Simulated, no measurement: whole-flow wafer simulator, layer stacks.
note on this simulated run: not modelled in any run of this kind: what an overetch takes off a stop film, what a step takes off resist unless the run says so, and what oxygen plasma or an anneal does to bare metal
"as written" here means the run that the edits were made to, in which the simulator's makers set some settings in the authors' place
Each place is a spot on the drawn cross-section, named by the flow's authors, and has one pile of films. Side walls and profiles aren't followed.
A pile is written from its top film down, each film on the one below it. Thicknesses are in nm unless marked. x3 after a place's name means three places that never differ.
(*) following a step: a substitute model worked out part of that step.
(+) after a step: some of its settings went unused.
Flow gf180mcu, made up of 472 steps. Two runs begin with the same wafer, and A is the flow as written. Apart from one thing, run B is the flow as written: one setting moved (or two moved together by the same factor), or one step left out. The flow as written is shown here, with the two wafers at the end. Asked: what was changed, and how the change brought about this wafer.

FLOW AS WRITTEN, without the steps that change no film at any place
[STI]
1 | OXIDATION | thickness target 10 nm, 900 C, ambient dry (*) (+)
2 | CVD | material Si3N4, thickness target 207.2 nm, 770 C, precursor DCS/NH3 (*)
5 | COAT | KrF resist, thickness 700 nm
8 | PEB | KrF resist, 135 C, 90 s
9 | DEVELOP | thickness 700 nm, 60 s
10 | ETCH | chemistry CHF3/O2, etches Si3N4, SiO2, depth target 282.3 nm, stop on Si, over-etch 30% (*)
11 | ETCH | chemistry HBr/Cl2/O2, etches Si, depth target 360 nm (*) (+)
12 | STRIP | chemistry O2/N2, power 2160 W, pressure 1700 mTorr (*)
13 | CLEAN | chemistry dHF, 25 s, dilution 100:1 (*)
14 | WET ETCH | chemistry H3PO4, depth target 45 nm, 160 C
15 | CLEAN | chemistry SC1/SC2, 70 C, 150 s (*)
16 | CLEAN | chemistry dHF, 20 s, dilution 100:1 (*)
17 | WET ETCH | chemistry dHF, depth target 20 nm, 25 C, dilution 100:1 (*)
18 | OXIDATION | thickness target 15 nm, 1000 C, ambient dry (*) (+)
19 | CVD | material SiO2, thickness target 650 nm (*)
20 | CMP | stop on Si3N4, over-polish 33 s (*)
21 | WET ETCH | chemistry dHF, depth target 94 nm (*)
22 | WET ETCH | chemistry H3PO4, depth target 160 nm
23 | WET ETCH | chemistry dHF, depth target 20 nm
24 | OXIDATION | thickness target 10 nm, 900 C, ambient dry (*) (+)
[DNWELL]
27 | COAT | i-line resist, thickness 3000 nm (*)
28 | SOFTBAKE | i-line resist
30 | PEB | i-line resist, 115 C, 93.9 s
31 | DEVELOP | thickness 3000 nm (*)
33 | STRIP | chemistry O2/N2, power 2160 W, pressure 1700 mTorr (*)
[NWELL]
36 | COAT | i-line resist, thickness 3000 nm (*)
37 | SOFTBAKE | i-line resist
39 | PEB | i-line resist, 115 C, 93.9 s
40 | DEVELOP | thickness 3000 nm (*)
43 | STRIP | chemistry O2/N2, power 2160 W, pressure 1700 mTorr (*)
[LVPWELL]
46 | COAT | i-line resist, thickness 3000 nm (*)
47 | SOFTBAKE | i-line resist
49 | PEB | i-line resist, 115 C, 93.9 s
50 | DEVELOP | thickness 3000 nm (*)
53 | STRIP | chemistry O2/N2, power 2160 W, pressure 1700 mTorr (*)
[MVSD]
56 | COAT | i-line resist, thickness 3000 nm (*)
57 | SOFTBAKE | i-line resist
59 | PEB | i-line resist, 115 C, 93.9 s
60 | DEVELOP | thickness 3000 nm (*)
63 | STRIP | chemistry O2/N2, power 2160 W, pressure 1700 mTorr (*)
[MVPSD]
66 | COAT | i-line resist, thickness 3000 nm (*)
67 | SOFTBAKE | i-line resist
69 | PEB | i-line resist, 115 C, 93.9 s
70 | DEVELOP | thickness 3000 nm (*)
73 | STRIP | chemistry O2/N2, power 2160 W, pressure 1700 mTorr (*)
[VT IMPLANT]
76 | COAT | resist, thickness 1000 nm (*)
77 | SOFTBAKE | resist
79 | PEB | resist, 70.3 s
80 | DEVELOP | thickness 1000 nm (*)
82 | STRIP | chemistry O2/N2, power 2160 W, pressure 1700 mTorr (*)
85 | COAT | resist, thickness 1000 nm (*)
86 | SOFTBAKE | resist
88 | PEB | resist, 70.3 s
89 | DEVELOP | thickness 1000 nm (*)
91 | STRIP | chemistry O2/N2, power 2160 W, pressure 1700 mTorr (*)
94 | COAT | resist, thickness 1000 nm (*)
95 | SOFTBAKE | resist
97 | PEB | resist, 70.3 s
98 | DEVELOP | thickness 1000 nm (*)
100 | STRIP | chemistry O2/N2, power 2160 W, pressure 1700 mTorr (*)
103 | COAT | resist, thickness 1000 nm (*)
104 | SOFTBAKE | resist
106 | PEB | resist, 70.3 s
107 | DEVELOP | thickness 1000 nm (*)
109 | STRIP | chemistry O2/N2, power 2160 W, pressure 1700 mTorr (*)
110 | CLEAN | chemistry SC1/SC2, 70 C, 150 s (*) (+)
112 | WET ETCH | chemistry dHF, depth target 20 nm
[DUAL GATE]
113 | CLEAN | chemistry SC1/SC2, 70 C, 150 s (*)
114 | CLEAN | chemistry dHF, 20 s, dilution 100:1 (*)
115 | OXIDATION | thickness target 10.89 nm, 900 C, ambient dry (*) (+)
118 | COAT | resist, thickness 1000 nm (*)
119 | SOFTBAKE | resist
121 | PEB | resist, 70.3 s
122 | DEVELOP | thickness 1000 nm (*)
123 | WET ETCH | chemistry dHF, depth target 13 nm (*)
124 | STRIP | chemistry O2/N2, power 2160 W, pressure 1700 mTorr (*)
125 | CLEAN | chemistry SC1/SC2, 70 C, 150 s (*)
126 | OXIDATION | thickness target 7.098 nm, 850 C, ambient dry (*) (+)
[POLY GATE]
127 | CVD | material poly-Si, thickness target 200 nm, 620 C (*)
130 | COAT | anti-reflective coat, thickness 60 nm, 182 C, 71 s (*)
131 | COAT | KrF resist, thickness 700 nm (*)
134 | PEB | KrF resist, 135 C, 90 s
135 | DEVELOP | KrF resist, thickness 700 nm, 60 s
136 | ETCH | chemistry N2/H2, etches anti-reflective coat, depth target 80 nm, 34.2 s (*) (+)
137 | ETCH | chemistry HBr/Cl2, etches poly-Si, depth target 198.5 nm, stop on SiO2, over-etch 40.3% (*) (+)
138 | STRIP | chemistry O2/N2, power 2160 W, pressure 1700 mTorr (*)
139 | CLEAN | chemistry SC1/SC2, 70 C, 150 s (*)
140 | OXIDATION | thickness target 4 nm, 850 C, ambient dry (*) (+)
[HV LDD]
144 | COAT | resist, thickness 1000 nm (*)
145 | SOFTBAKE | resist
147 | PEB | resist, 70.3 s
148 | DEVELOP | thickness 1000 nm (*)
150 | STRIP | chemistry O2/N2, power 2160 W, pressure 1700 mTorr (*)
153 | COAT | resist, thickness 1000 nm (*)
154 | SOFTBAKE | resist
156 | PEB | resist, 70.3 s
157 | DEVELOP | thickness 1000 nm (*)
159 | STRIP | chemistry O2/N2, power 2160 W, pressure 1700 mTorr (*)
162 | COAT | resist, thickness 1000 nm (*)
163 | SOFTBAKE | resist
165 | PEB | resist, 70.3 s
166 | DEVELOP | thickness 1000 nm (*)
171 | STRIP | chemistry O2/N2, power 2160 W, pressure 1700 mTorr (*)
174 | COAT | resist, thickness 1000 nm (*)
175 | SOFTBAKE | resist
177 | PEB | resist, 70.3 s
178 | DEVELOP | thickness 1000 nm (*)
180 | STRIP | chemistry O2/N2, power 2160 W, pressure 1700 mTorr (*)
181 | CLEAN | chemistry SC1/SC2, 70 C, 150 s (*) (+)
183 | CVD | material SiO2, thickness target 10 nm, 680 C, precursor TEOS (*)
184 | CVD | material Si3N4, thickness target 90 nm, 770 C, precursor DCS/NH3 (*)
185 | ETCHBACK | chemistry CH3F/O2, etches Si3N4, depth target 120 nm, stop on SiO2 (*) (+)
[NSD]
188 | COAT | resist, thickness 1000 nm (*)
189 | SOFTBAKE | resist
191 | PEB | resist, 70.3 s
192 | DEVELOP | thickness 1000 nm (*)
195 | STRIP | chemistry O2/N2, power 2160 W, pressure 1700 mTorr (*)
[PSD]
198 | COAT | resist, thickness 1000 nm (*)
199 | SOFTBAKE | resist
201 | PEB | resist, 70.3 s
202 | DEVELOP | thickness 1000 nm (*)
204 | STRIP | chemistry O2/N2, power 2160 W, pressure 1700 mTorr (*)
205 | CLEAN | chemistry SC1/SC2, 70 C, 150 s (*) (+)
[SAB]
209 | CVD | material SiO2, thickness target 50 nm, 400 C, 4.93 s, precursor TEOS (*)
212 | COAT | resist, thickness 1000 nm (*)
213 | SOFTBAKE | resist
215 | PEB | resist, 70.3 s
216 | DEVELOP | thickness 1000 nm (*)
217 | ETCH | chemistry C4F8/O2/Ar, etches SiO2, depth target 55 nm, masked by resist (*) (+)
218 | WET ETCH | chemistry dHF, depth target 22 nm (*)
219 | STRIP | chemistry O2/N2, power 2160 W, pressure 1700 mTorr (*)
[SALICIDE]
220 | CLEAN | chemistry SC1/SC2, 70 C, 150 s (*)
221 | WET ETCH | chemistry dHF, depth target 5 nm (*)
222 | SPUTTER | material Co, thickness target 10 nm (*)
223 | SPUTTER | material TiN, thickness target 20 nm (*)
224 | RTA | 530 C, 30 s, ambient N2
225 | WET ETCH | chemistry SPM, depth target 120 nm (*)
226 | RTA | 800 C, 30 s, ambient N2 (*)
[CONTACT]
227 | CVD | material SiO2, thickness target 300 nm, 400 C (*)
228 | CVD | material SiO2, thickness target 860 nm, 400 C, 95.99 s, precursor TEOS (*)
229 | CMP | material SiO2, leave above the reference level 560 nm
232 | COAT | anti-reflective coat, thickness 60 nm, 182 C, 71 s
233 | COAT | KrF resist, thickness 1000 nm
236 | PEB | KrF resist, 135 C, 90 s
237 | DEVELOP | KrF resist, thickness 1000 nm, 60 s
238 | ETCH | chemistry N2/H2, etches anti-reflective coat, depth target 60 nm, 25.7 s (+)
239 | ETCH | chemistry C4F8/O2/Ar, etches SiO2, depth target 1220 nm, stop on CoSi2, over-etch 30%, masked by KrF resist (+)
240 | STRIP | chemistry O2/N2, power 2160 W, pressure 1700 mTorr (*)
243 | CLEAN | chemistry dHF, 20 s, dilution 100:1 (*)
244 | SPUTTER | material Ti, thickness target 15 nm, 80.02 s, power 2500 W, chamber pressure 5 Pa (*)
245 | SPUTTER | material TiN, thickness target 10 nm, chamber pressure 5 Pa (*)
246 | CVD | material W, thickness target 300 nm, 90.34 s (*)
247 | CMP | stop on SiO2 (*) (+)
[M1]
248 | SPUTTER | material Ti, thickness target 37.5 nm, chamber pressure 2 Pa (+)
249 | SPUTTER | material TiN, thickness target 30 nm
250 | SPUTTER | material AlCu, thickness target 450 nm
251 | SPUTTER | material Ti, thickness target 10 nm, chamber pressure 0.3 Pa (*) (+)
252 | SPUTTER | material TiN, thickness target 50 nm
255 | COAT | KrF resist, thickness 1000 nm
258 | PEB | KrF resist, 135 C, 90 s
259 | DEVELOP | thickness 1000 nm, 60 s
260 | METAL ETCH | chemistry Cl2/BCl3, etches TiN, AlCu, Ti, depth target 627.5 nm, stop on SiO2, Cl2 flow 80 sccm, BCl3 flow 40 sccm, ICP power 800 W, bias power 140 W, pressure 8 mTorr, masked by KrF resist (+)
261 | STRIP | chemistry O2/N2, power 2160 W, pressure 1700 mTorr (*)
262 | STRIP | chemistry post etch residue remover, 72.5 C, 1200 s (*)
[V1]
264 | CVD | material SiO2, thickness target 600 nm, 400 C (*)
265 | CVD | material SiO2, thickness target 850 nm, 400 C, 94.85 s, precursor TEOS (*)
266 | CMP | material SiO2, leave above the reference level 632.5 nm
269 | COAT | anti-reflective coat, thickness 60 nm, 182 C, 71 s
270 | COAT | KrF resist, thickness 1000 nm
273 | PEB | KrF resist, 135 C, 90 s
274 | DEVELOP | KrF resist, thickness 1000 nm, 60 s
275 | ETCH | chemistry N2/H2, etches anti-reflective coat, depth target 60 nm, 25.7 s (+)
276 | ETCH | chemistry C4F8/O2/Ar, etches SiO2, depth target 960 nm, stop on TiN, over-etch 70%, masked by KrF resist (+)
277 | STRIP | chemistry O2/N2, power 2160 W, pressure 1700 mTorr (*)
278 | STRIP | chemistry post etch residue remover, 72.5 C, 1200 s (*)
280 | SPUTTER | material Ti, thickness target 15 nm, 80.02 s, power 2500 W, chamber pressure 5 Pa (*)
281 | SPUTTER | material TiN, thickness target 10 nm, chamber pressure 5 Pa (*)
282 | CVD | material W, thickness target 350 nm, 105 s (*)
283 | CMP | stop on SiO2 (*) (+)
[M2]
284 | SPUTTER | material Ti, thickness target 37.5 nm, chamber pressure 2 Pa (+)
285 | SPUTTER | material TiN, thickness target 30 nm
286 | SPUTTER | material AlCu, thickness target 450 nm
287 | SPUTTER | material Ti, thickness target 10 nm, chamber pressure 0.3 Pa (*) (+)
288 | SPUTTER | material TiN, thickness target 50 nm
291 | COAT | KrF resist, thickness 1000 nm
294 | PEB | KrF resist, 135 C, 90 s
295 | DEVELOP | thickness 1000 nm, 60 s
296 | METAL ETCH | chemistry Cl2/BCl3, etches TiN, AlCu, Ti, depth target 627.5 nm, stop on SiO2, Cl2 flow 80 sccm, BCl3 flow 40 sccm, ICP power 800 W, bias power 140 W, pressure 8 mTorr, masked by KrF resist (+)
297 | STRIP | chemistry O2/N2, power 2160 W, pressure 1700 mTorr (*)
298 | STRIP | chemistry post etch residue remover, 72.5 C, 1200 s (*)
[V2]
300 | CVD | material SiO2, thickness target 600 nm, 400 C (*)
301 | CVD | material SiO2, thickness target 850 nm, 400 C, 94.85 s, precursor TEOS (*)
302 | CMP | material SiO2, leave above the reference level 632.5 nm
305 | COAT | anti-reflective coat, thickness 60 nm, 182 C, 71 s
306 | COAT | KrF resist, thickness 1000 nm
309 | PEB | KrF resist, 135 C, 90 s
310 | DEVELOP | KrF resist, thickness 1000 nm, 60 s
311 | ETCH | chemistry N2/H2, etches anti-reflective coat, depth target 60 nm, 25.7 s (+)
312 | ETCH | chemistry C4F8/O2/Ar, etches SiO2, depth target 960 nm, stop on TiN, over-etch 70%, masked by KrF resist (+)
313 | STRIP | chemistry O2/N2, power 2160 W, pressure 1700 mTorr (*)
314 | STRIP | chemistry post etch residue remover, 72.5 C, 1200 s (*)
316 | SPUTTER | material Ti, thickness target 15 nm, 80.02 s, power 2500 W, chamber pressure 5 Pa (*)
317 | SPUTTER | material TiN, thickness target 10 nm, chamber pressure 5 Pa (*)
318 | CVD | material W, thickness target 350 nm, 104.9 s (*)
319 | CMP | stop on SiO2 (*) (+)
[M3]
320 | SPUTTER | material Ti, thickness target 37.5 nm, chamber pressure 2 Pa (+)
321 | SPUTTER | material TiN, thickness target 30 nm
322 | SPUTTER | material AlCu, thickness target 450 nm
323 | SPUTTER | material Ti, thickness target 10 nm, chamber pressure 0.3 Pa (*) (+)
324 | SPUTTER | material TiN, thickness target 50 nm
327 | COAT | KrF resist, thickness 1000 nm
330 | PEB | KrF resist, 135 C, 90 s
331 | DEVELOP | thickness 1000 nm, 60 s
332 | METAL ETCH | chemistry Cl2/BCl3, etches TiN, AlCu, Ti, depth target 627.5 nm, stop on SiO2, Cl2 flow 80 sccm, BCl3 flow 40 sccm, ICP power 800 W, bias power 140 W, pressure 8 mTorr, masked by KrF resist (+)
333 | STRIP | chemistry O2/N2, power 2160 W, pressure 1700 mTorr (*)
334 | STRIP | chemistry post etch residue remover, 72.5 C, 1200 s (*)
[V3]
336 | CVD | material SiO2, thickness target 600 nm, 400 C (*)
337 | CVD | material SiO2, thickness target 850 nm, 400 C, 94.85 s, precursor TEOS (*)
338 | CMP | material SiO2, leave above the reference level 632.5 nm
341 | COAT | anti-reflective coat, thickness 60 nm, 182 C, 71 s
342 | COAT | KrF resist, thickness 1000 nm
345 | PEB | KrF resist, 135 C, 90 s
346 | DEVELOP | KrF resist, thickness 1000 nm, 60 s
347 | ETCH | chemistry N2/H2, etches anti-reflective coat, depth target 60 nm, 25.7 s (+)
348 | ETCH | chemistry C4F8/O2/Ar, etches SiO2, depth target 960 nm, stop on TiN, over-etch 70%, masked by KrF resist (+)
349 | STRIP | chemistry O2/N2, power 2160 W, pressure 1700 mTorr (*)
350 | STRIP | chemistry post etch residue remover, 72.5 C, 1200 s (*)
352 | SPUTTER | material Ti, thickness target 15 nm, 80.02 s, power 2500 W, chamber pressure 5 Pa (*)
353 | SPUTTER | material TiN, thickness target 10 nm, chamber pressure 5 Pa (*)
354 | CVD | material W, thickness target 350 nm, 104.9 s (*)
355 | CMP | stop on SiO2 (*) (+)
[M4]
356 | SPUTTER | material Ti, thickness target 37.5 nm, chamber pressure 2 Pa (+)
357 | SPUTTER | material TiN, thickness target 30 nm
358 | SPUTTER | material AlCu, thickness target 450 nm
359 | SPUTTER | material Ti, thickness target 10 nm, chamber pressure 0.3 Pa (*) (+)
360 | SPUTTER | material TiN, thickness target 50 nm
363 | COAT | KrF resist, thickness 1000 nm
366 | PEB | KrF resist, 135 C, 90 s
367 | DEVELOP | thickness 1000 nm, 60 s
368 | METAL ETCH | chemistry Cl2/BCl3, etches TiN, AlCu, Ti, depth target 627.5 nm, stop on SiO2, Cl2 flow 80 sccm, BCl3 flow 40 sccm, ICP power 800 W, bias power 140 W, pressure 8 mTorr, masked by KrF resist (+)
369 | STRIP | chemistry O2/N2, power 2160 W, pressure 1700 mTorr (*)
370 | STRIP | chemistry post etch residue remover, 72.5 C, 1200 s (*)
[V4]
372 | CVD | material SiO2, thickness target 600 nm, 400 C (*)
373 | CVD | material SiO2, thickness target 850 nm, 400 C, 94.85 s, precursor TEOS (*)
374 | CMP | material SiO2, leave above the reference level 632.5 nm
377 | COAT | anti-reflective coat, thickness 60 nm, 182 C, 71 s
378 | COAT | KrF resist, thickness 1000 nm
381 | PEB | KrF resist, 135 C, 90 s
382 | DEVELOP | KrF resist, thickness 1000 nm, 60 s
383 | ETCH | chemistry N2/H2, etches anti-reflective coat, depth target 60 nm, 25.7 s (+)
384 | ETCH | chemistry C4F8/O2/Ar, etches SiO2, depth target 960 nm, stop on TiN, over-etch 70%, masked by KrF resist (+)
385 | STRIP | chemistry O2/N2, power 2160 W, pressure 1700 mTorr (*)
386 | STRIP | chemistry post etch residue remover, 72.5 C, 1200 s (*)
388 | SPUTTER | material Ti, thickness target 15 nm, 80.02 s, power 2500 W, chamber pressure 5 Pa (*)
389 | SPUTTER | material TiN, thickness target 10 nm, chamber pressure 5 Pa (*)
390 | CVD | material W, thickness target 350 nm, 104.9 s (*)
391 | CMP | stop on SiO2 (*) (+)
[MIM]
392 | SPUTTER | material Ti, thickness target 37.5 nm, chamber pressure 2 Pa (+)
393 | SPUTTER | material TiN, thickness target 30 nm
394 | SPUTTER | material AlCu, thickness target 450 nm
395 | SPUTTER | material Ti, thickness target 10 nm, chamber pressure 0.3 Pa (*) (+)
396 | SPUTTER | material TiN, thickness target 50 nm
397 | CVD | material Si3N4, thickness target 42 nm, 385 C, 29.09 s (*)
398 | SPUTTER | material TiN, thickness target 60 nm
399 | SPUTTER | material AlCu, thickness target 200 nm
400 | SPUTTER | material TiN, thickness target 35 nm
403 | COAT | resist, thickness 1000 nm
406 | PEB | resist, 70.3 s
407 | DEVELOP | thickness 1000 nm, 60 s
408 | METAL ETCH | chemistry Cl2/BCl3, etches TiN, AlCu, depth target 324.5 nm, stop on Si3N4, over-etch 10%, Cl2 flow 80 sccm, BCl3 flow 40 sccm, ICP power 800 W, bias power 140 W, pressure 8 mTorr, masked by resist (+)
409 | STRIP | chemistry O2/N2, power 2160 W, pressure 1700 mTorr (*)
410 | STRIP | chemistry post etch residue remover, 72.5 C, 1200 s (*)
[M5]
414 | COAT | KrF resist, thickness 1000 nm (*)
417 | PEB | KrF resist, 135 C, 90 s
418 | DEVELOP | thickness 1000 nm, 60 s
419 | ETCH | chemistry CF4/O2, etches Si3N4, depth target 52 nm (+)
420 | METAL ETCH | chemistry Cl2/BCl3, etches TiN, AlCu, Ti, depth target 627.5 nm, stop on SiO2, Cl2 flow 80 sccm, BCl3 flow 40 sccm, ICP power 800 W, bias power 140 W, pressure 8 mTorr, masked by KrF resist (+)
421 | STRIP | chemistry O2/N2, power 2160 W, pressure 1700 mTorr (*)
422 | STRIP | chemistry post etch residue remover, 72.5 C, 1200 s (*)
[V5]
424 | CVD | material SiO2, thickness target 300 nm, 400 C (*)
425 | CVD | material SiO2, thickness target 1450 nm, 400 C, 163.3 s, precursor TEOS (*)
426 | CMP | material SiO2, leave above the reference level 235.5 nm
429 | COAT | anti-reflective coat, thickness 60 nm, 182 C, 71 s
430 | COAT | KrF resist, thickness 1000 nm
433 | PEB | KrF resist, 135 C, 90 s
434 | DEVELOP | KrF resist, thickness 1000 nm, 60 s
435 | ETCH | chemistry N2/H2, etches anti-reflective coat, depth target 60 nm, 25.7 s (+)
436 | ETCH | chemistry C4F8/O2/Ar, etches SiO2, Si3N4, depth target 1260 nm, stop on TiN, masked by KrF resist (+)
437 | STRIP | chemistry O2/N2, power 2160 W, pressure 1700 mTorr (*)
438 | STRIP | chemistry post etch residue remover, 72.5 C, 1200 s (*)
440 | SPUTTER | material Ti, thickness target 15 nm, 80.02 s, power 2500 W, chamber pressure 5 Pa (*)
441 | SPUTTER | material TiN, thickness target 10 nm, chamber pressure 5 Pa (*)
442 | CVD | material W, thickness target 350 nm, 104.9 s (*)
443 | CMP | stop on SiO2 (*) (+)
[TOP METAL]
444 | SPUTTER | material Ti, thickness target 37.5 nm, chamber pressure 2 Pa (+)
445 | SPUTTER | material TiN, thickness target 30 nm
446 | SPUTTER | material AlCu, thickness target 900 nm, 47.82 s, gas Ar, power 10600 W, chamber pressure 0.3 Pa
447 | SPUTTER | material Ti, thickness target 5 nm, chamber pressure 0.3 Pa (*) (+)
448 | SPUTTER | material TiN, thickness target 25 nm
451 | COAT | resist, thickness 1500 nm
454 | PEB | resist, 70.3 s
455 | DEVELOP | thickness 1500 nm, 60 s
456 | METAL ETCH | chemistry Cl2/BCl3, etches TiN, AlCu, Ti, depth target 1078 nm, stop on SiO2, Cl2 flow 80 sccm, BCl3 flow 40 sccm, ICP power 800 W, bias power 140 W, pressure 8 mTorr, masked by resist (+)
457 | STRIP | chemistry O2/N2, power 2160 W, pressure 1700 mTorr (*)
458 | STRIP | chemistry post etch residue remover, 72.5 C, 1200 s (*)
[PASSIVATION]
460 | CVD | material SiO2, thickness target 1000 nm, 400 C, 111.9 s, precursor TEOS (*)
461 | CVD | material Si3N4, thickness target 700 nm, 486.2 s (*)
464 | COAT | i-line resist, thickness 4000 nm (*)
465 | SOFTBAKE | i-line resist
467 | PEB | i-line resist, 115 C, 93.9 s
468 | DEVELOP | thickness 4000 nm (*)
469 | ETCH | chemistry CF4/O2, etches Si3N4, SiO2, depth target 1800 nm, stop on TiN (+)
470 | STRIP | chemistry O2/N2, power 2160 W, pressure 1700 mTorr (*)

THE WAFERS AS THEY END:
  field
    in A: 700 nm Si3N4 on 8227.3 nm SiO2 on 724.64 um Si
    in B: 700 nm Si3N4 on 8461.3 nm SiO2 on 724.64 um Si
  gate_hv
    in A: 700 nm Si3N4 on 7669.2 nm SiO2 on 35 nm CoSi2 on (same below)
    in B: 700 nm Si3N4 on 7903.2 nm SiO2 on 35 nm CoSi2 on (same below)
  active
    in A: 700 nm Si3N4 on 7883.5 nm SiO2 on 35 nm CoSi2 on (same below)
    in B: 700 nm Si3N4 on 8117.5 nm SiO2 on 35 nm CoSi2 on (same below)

Cause: step 338, CMP: leave above the reference level 866.5 nm was run, while the flow as written has leave above the reference level 632.5 nm.

Step by step, how the change led to this:
  338 | CMP | material SiO2, leave above the reference level 632.5 nm
      field, field__w1, field__w2 and 103 more: A SiO2 loses 300 | B SiO2 loses 66
      field__w8, contact, m1, m1__w1, m1_nw: A SiO2 loses 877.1 | B SiO2 loses 643.1
  348 | ETCH | chemistry C4F8/O2/Ar, etches SiO2, depth target 960 nm, stop on TiN, over-etch 70%, masked by KrF resist (+)
      contact: A SiO2 loses 572.5 (all of it) | B SiO2 loses 806.5 (all of it)
  352 | SPUTTER | material Ti, thickness target 15 nm, 80.02 s, power 2500 W, chamber pressure 5 Pa (*)
      contact: A Ti gains 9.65 (new film) | B Ti gains 8.43 (new film)
  353 | SPUTTER | material TiN, thickness target 10 nm, chamber pressure 5 Pa (*)
      contact: A TiN gains 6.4 (new film) | B TiN gains 5.59 (new film)
  354 | CVD | material W, thickness target 350 nm, 104.9 s (*)
      contact: A W gains 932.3 (new film) | B W gains 1168.3 (new film)
